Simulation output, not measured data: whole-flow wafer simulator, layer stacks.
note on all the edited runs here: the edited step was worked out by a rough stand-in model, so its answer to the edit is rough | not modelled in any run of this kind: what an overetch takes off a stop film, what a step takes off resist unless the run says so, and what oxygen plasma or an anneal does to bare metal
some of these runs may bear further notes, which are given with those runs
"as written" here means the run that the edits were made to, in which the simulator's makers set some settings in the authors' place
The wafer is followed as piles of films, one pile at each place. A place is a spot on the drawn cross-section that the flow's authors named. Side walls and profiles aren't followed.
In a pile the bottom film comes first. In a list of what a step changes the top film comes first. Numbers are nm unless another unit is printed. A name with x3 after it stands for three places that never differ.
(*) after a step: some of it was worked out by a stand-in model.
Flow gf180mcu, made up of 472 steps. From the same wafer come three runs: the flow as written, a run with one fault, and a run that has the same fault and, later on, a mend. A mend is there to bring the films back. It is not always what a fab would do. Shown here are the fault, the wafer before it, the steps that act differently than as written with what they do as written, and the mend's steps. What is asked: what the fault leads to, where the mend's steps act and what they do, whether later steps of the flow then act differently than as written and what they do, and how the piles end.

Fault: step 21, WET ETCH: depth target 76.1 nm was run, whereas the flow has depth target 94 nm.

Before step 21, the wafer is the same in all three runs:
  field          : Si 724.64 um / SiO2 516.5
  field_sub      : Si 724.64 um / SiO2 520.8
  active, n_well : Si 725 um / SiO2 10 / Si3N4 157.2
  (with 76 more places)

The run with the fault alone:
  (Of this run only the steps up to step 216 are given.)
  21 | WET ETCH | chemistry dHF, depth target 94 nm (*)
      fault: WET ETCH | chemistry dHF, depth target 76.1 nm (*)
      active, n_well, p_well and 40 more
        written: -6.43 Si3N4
        fault: -5.22 Si3N4
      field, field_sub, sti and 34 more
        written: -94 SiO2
        fault: -76.1 SiO2
  Steps further on in the flow that do not act as written (77 more steps, not shown, differ only slightly: by at most 2% or 0.5 nm, whichever is larger):
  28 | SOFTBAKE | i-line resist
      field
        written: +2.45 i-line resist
        fault: +3.75 i-line resist
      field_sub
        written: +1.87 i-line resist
        fault: +2.86 i-line resist
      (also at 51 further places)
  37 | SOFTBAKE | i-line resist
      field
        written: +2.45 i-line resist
        fault: +3.75 i-line resist
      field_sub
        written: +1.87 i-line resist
        fault: +2.86 i-line resist
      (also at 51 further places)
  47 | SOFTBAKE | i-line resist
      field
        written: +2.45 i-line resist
        fault: +3.75 i-line resist
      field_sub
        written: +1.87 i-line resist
        fault: +2.86 i-line resist
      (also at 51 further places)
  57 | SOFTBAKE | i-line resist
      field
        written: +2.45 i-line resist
        fault: +3.75 i-line resist
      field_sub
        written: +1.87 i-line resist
        fault: +2.86 i-line resist
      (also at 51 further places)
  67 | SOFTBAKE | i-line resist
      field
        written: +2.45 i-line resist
        fault: +3.75 i-line resist
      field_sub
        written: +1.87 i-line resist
        fault: +2.86 i-line resist
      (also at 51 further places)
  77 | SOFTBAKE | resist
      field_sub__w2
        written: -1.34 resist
        fault: -2.07 resist
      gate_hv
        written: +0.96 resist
        fault: +1.5 resist
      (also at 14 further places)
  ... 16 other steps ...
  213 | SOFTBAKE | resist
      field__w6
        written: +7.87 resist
        fault: +7.21 resist
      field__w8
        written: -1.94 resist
        fault: -1.34 resist
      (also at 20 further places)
  After step 216, at field, field__w1, field__w2 and 66 more, the piles differ from the flow's by more than 2% or 0.5 nm, whichever is larger.
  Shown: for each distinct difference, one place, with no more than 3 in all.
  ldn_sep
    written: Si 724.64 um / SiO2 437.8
    fault: Si 724.64 um / SiO2 455.6
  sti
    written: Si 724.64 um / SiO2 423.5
    fault: Si 724.64 um / SiO2 441.3
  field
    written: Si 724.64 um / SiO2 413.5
    fault: Si 724.64 um / SiO2 431.3

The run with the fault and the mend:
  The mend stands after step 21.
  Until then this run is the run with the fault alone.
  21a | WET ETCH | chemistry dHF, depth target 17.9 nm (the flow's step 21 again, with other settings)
      field, field_sub, sti and 34 more
        -17.9 SiO2
  Every later step of the flow that is run acts as written, at every place that is followed, to within 2% or 0.5 nm, whichever is larger.
  The piles end the same as the flow's at every place that both follow.
